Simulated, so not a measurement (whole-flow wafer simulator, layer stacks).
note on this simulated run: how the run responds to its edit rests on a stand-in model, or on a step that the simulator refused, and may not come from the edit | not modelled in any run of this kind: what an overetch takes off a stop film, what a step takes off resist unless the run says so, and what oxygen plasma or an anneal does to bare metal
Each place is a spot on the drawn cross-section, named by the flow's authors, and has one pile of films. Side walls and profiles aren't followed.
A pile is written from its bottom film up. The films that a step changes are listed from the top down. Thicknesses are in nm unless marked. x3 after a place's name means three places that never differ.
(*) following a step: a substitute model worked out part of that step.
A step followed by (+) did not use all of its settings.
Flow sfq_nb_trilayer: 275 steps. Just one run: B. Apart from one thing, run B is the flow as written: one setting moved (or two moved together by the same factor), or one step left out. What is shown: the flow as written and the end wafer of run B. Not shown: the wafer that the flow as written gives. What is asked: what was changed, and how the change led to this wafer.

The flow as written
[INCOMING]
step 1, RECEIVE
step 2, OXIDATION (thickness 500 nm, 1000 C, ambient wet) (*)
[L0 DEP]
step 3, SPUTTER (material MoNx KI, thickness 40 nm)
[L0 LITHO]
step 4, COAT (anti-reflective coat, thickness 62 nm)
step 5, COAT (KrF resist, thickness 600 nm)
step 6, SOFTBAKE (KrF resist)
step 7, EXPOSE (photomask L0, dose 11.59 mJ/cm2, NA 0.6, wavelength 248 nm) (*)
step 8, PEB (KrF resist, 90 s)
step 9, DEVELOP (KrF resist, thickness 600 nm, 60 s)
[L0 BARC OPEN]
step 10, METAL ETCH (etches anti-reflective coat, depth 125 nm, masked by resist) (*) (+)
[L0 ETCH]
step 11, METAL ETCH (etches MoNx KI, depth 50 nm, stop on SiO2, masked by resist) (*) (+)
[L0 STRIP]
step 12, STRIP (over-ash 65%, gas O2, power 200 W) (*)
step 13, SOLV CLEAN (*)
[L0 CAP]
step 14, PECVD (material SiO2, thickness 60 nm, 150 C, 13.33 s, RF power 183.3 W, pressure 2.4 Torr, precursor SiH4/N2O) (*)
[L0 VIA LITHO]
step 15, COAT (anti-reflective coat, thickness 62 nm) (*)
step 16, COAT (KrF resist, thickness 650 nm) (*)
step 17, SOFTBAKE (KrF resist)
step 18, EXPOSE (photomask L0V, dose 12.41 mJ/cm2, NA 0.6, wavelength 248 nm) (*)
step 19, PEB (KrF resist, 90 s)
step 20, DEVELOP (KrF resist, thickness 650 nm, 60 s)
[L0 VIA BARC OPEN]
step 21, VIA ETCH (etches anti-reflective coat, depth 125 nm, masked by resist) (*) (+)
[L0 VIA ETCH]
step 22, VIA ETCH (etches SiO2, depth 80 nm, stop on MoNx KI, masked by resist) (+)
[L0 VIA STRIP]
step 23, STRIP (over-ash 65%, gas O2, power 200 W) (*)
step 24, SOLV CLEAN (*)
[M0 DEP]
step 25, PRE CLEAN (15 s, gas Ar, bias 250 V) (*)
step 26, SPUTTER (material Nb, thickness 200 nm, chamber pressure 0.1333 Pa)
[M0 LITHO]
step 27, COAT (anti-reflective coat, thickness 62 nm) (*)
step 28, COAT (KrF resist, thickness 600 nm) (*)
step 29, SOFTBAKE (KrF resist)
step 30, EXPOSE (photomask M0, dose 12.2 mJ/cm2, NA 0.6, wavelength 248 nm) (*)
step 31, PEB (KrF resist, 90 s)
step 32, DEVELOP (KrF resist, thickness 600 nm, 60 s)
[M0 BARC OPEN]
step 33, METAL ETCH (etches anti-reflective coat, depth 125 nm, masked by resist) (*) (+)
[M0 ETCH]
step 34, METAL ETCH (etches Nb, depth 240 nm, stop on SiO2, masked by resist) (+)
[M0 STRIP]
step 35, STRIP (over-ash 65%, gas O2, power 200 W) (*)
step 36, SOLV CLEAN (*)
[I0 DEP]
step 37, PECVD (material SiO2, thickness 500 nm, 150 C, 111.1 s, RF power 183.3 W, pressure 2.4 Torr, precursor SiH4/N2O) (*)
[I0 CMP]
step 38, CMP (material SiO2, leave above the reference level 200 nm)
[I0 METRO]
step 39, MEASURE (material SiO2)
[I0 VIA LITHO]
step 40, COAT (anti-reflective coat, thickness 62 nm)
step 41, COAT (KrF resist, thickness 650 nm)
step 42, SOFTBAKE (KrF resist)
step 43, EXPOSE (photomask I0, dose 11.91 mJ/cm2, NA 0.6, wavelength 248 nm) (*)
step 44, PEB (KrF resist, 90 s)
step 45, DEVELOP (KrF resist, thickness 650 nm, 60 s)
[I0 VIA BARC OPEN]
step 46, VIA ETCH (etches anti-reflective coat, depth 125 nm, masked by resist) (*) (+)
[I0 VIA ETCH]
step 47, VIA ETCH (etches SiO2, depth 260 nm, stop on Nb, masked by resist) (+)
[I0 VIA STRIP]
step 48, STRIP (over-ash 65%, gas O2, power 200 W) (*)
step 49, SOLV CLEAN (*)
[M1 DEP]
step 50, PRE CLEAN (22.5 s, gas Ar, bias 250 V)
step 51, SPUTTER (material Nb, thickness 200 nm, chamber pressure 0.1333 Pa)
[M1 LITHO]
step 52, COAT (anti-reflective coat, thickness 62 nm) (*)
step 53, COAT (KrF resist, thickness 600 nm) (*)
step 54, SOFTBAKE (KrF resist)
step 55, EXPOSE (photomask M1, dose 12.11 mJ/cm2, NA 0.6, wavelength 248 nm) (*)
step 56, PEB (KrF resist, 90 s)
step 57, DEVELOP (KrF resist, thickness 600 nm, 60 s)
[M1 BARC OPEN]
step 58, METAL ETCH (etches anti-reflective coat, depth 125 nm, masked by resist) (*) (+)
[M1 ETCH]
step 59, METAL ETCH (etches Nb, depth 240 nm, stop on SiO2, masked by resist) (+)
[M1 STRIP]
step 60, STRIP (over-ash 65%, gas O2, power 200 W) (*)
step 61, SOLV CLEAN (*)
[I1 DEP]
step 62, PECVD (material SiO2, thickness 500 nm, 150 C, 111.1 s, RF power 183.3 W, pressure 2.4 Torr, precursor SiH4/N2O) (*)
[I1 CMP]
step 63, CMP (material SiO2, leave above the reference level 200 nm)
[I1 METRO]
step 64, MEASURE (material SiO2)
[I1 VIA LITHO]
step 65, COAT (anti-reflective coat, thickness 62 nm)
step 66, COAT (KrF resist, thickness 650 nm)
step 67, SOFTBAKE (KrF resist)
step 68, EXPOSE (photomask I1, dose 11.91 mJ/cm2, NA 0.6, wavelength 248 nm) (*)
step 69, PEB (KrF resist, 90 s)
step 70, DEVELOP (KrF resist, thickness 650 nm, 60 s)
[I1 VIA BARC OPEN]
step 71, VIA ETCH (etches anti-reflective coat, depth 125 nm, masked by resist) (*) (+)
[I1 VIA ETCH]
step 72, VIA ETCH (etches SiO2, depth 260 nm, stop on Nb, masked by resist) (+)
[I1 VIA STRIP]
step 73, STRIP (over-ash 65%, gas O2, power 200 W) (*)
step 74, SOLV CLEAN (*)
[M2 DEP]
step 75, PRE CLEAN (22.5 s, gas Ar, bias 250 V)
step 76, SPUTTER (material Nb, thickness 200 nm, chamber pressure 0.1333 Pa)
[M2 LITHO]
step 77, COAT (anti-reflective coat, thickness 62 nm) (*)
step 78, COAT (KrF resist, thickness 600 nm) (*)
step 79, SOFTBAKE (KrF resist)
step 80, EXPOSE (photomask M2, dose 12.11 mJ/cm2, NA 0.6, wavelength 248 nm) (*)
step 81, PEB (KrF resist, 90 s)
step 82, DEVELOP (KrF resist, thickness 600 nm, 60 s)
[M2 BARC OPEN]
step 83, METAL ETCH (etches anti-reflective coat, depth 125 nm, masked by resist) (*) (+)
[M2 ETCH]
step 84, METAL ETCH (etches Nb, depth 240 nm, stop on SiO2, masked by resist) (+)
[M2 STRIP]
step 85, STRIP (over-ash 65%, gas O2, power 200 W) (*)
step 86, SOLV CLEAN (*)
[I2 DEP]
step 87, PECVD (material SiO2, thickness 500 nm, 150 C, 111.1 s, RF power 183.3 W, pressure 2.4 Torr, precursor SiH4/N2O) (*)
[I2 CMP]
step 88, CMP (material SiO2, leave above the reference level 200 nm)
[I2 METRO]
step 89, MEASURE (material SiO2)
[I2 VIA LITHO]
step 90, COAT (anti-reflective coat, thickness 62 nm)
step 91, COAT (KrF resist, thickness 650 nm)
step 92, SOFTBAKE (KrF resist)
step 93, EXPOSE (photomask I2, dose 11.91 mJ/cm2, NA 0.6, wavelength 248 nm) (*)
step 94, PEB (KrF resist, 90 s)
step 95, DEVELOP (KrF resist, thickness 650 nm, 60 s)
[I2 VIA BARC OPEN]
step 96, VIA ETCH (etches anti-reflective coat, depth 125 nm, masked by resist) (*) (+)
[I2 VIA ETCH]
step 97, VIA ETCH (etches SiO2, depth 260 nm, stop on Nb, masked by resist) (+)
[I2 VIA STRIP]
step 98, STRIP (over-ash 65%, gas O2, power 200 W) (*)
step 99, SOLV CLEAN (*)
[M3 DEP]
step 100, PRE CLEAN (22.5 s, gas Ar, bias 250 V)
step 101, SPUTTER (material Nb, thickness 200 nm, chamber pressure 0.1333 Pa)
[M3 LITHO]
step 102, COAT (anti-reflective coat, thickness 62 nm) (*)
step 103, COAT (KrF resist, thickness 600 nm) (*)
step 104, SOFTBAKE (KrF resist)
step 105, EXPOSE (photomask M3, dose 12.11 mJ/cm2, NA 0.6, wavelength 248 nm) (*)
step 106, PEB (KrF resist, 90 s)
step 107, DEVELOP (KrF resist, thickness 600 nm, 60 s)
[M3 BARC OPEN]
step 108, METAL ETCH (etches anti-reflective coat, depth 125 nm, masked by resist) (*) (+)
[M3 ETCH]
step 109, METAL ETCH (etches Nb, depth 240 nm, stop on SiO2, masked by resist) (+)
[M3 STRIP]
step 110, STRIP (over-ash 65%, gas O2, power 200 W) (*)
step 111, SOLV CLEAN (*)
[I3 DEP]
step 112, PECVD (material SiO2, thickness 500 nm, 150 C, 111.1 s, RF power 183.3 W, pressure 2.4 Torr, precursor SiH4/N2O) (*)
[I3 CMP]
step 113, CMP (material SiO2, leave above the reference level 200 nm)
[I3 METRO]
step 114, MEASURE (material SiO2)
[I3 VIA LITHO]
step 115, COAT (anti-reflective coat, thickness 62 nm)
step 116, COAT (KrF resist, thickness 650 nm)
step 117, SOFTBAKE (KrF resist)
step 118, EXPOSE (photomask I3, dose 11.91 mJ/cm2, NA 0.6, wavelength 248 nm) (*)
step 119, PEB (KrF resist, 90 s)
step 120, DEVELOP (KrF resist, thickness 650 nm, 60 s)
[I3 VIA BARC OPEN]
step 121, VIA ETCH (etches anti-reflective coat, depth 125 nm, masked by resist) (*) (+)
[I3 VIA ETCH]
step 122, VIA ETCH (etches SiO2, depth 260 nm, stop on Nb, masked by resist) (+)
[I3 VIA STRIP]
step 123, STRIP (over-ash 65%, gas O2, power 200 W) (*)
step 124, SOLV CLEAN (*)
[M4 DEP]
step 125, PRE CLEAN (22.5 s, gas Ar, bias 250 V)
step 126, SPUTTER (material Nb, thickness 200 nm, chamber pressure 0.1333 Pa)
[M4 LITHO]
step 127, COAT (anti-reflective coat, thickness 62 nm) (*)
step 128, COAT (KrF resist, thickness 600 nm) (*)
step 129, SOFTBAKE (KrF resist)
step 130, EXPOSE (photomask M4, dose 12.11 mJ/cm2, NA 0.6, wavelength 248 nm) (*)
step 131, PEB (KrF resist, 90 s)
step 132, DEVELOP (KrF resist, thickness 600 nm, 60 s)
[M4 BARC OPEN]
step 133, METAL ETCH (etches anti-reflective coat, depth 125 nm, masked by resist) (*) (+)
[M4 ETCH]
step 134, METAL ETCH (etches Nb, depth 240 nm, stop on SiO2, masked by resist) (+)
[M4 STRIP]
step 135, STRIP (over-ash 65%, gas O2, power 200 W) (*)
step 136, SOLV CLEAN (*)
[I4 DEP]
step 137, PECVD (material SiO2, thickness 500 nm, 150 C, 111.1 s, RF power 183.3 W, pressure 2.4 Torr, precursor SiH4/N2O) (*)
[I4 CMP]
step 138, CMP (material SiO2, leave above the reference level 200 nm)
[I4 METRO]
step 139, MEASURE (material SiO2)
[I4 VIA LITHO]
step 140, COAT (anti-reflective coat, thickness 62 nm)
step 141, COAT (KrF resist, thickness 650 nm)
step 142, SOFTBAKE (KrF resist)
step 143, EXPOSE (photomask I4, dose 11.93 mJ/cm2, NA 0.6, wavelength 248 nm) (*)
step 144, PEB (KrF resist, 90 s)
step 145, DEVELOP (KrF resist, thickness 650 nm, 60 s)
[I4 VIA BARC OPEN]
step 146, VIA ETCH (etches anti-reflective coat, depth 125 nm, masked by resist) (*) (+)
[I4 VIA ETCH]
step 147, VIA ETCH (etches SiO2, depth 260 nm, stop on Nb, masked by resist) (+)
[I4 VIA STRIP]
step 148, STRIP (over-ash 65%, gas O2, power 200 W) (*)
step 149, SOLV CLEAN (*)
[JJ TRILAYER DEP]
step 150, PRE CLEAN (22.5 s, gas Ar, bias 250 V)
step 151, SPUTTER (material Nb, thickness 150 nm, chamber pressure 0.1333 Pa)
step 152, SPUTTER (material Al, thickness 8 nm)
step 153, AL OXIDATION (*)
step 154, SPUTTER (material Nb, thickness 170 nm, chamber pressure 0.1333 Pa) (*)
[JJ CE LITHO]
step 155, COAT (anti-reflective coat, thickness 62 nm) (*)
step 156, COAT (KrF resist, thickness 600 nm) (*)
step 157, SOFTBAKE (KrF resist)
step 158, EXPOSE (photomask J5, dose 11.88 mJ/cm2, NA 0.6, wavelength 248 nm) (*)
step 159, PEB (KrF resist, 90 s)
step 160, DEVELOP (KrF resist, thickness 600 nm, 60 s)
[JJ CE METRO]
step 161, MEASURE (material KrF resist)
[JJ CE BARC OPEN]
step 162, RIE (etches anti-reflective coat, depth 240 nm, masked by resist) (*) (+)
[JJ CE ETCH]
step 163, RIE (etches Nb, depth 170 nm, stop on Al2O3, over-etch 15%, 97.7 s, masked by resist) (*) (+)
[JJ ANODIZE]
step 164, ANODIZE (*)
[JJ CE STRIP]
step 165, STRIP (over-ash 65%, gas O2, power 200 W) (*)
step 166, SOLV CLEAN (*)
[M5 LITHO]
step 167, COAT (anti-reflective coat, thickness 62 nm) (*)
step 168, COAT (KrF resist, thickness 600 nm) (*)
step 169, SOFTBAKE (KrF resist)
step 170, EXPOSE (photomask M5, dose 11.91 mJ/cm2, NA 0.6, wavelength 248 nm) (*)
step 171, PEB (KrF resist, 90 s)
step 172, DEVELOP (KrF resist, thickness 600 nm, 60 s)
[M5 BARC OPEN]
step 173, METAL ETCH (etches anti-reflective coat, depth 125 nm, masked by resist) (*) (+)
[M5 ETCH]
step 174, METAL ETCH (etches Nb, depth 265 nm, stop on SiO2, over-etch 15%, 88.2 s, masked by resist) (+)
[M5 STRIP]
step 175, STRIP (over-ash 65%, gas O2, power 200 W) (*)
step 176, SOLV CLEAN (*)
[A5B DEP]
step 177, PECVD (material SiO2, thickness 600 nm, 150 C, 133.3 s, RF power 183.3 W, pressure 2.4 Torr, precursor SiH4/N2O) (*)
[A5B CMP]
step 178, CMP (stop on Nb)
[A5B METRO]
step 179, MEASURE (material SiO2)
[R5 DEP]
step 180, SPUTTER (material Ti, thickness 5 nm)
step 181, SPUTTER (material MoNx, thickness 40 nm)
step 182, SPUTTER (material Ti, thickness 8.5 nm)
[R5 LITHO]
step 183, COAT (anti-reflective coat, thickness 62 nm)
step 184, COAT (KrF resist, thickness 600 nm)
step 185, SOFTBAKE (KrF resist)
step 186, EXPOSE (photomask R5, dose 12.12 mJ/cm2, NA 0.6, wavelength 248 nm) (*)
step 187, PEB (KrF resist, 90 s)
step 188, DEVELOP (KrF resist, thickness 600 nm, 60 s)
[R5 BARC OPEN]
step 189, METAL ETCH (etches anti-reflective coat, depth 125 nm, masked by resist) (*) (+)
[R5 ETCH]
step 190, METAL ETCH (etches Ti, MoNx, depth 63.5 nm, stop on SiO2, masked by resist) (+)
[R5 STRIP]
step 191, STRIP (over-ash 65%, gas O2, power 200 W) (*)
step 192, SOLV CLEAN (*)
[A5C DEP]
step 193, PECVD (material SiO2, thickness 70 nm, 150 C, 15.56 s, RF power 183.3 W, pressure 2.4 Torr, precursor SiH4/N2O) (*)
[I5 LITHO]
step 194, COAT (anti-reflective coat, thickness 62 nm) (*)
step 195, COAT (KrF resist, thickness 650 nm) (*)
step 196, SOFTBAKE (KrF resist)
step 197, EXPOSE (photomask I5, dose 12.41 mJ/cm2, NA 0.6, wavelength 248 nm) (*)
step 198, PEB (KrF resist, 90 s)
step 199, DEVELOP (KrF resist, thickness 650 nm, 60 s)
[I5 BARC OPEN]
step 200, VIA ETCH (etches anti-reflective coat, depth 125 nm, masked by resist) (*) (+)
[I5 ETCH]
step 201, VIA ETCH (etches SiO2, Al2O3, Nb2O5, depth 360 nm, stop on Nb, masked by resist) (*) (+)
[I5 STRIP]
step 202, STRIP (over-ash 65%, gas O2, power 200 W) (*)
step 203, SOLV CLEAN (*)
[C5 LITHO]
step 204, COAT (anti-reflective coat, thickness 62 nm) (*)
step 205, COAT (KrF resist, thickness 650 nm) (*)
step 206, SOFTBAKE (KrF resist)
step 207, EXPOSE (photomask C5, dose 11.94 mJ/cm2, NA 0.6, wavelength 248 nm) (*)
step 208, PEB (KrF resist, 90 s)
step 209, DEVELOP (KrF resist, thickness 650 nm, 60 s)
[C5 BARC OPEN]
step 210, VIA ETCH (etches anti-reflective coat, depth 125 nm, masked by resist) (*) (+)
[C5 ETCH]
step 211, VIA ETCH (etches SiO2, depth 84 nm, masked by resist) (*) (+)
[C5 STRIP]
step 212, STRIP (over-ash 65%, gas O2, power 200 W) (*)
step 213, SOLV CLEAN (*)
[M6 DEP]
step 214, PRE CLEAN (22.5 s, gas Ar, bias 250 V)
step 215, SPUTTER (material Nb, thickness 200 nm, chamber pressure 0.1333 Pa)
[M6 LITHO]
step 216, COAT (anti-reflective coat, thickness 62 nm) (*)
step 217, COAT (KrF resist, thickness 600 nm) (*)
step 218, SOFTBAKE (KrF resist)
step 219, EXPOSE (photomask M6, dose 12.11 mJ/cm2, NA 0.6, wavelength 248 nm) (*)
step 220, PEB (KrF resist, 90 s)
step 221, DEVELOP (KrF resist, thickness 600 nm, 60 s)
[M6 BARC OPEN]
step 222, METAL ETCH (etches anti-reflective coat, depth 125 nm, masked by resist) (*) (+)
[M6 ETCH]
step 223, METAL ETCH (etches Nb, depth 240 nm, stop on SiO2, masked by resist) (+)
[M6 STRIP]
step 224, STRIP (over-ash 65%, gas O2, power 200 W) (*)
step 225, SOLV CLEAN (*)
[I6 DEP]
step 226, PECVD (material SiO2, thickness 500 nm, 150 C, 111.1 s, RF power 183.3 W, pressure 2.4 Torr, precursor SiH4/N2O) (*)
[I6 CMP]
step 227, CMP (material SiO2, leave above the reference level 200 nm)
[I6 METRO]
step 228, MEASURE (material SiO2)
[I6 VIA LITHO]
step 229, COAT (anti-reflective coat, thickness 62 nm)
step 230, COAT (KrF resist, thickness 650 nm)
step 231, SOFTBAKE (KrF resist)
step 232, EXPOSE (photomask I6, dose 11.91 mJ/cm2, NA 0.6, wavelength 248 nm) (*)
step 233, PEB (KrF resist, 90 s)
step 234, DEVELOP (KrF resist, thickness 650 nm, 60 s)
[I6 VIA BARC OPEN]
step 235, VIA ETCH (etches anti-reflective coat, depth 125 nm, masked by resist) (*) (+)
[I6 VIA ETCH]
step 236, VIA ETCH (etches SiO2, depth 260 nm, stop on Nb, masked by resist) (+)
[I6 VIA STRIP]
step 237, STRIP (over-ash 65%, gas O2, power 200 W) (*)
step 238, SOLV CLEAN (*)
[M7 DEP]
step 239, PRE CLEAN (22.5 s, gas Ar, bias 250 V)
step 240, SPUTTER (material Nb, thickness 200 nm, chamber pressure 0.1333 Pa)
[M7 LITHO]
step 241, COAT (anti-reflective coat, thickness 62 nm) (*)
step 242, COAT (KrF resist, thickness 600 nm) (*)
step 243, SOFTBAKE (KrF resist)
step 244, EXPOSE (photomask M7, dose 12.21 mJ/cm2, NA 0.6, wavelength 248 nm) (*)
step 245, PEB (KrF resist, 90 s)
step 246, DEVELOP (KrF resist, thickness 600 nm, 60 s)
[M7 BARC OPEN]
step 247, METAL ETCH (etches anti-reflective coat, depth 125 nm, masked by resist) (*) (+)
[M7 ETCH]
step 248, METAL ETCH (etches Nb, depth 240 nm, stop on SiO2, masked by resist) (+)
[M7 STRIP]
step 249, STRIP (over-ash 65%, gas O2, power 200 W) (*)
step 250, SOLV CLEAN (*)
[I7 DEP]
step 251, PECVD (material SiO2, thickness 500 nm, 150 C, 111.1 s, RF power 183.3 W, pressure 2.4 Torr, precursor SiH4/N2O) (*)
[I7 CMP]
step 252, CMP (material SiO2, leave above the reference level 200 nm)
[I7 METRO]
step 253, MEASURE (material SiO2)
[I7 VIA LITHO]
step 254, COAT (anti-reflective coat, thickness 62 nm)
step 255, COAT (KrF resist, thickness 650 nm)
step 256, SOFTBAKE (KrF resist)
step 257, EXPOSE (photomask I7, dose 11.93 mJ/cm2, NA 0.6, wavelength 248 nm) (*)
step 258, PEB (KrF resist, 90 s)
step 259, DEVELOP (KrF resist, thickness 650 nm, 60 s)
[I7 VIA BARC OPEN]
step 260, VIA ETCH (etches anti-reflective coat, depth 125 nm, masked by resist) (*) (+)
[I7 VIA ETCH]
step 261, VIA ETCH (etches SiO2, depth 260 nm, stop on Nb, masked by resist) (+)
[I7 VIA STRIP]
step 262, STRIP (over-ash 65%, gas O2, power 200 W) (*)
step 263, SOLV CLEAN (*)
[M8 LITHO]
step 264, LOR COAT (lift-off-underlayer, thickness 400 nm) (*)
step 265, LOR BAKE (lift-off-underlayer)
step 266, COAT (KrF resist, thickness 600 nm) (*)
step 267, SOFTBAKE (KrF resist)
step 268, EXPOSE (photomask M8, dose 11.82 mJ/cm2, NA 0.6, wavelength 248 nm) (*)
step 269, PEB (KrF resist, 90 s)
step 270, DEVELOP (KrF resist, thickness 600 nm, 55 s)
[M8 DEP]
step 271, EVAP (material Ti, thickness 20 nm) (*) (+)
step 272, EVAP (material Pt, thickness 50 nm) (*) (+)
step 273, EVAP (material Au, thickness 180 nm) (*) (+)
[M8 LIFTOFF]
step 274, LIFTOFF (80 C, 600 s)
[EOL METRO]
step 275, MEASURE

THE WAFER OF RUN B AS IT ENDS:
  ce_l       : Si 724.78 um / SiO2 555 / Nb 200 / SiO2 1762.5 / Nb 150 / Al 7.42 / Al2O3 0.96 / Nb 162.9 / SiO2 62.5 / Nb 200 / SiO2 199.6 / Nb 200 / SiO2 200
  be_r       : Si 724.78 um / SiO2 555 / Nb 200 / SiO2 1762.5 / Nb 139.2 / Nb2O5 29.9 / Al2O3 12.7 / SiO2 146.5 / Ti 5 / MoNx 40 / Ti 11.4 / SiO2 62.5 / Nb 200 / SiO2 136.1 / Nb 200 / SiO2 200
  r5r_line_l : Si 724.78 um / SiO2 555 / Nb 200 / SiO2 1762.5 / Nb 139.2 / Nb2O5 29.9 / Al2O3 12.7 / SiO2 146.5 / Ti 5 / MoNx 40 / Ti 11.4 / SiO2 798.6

The reason: step 182, SPUTTER: thickness 11.4 nm was run, whereas the flow has thickness 8.5 nm.
The wafer lets one read it off: be_r has Ti 11.4, and step 182 as written asks for 8.5 nm.

How this came from the change, step by step:
  step 182, SPUTTER (material Ti, thickness 8.5 nm)
      field_l, v_sur, via_wl and 103 more: Ti gains 11.4 (new film) (it would be, as written: Ti gains 8.5 (new film))
  step 190, METAL ETCH (etches Ti, MoNx, depth 63.5 nm, stop on SiO2, masked by resist) (+)
      field_l, v_sur, via_wl and 92 more: Ti loses 11.4 (all of it), MoNx loses 40 (all of it), Ti loses 5 (all of it) (it would be, as written: Ti loses 8.5 (all of it), MoNx loses 40 (all of it), Ti loses 5 (all of it))
      ce_l, c5j, ce_r, wl_jj: Ti loses 11.4 (all of it), MoNx loses 40 (all of it), Ti loses 5 (all of it), Nb loses 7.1 (it would be, as written: Ti loses 8.5 (all of it), MoNx loses 40 (all of it), Ti loses 5 (all of it), Nb loses 10)
  step 194, COAT (anti-reflective coat, thickness 62 nm) (*)
      ce_r: anti-reflective coat gains 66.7 (new film) (it would be, as written: anti-reflective coat gains 68.1 (new film))
  step 202, STRIP (over-ash 65%, gas O2, power 200 W) (*)
      ce_r: KrF resist loses 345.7 (all of it), anti-reflective coat loses 66.7 (all of it) (it would be, as written: KrF resist loses 346.1 (all of it), anti-reflective coat loses 68.1 (all of it))
  step 204, COAT (anti-reflective coat, thickness 62 nm) (*)
      ce_r: anti-reflective coat gains 65.8 (new film) (it would be, as written: anti-reflective coat gains 67.2 (new film))
  step 212, STRIP (over-ash 65%, gas O2, power 200 W) (*)
      ce_r: KrF resist loses 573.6 (all of it), anti-reflective coat loses 65.8 (all of it) (it would be, as written: KrF resist loses 573.7 (all of it), anti-reflective coat loses 67.2 (all of it))
  step 216, COAT (anti-reflective coat, thickness 62 nm) (*)
      sp_r: anti-reflective coat gains 67.4 (new film) (it would be, as written: anti-reflective coat gains 65.9 (new film))
  step 224, STRIP (over-ash 65%, gas O2, power 200 W) (*)
      sp_r: KrF resist loses 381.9 (all of it), anti-reflective coat loses 67.4 (all of it) (it would be, as written: KrF resist loses 382 (all of it), anti-reflective coat loses 65.9 (all of it))
